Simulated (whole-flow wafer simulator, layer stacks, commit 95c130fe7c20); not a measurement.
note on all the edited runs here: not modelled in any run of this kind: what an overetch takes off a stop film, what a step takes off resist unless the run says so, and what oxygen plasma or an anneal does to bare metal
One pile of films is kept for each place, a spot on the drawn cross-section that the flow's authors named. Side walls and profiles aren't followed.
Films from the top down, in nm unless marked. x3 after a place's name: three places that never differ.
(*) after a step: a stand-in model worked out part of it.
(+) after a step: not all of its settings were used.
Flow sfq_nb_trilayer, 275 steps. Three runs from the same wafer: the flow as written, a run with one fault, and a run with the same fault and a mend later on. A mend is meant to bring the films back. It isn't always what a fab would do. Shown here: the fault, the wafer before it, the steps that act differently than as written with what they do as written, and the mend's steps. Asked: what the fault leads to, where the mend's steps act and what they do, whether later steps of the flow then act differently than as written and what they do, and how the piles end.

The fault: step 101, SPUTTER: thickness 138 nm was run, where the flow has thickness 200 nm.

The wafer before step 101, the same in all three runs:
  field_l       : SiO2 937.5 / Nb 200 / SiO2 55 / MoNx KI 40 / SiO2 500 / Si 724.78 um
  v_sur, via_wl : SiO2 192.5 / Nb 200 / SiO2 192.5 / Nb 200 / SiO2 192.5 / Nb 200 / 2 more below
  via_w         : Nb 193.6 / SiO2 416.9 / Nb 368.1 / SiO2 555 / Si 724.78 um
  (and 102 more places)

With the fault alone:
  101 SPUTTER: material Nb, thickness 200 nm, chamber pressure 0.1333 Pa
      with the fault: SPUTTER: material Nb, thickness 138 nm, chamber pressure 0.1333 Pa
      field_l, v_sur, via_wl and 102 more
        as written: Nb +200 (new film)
        with the fault: Nb +138 (new film)
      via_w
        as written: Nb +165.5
        with the fault: Nb +113.9
  Later steps of the flow that act differently than as written (4 more steps differ only slightly, by at most 2% or 0.5 nm, whichever is larger, and aren't shown):
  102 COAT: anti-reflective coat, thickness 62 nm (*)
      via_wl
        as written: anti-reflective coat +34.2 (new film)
        with the fault: anti-reflective coat +32.6 (new film)
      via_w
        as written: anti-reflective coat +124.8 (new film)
        with the fault: anti-reflective coat +121.6 (new film)
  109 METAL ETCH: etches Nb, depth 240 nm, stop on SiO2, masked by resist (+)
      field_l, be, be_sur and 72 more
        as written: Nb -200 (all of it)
        with the fault: Nb -138 (all of it)
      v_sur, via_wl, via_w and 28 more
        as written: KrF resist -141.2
        with the fault: KrF resist -121.8
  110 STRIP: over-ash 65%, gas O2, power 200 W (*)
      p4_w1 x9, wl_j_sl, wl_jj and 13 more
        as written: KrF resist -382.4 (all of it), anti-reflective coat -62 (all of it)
        with the fault: KrF resist -401.8 (all of it), anti-reflective coat -62 (all of it)
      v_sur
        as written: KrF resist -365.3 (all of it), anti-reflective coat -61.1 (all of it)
        with the fault: KrF resist -385.4 (all of it), anti-reflective coat -60.8 (all of it)
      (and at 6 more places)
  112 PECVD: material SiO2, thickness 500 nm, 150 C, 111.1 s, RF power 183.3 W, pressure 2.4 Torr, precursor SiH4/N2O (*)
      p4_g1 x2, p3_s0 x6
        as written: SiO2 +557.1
        with the fault: SiO2 +500
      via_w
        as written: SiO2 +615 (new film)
        with the fault: SiO2 +598.4 (new film)
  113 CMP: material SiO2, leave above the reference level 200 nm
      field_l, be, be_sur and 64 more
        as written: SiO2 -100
        with the fault: SiO2 -162
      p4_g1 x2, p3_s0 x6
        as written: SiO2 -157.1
        with the fault: SiO2 -162
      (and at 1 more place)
  At the end the piles differ from the flow's by more than 2% or 0.5 nm, whichever is larger, at field_l, v_sur, via_wl and 102 more.
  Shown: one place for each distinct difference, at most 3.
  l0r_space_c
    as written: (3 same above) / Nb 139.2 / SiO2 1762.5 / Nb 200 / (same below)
    with the fault: (3 same above) / Nb 139.2 / SiO2 1700.5 / Nb 200 / (same below)
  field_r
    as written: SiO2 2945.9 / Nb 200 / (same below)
    with the fault: SiO2 2883.9 / Nb 200 / (same below)
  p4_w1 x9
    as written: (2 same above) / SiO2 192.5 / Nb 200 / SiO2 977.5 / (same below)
    with the fault: (2 same above) / SiO2 192.5 / Nb 138 / SiO2 977.5 / (same below)

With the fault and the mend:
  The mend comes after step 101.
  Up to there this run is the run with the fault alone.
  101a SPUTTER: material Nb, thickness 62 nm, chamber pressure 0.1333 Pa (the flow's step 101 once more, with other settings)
      field_l, v_sur, via_wl and 102 more
        Nb +62
      via_w
        Nb +48.7
  No later step of the flow acts differently than as written, at any place that is followed, by more than 2% or 0.5 nm, whichever is larger.
  At the end the piles differ from the flow's only slightly at the places that both follow, by at most 2% or 0.5 nm, whichever is larger.
